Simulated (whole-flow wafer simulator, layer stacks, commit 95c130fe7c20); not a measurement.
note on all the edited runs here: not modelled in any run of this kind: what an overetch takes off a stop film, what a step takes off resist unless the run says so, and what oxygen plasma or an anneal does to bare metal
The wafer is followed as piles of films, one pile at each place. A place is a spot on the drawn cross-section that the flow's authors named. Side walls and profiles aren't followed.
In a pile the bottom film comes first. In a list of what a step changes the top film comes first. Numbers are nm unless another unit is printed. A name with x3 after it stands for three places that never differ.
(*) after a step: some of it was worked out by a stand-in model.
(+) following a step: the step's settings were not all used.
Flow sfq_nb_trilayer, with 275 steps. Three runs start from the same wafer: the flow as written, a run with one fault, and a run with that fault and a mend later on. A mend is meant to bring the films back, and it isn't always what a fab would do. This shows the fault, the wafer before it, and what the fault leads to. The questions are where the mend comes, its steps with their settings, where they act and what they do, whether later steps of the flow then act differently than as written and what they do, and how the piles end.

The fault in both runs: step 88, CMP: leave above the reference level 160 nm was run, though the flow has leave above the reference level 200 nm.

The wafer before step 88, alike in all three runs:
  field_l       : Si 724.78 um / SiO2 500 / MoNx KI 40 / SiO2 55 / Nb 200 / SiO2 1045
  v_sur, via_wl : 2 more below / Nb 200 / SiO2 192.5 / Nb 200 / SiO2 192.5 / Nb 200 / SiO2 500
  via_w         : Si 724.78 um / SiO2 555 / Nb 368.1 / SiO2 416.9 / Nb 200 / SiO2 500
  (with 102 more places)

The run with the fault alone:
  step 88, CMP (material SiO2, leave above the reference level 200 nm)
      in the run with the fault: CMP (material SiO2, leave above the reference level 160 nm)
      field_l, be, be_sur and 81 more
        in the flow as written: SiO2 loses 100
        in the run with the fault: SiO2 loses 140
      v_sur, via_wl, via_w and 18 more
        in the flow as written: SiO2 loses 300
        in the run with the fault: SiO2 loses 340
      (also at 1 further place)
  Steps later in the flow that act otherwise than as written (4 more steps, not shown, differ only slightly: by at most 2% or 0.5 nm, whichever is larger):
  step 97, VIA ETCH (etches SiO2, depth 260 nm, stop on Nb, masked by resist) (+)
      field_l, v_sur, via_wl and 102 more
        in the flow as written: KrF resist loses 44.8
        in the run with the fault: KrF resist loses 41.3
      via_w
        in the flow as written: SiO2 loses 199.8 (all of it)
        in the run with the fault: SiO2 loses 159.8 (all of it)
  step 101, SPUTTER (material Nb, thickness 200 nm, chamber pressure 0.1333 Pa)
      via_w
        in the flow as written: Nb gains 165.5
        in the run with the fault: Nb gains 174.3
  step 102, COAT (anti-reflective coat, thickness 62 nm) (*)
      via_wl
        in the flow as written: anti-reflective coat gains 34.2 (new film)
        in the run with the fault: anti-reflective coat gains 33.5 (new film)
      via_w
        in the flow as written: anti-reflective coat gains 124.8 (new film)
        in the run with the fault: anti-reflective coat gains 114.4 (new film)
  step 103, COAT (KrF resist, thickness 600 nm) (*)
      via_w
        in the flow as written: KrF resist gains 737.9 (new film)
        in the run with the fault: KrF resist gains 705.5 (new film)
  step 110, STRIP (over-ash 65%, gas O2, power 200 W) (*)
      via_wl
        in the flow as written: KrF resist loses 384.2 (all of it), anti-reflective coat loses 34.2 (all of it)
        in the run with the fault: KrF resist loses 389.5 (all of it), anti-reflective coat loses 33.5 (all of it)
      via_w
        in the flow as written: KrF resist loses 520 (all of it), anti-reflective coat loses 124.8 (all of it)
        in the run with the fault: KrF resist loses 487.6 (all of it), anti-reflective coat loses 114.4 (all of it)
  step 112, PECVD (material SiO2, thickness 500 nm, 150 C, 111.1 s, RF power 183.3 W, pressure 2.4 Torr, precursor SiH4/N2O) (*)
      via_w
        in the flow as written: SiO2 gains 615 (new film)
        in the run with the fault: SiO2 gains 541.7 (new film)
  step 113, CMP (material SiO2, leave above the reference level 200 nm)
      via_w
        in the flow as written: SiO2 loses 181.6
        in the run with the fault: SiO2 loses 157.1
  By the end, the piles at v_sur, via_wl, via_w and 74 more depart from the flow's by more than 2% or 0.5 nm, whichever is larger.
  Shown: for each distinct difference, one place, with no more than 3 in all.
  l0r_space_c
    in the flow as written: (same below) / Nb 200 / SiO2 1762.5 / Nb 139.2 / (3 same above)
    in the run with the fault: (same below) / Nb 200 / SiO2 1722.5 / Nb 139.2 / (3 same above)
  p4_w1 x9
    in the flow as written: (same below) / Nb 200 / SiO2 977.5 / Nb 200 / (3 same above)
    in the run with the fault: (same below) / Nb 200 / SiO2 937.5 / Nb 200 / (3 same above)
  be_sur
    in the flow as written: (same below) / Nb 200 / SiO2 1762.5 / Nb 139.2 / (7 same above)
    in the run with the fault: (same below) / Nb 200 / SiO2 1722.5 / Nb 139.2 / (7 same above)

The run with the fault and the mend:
  The mend stands after step 89.
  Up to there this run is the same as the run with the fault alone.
  step 89a, PECVD (material SiO2, thickness 40 nm, 150 C, 8.889 s, RF power 183.3 W, pressure 2.4 Torr, precursor SiH4/N2O) (a further turn of the flow's step 87, with different settings)
      field_l, v_sur, via_wl and 103 more
        SiO2 gains 40
  None of the later steps of the flow acts differently than as written at any place that is followed.
  The piles end the same as the flow's at every place that both follow.
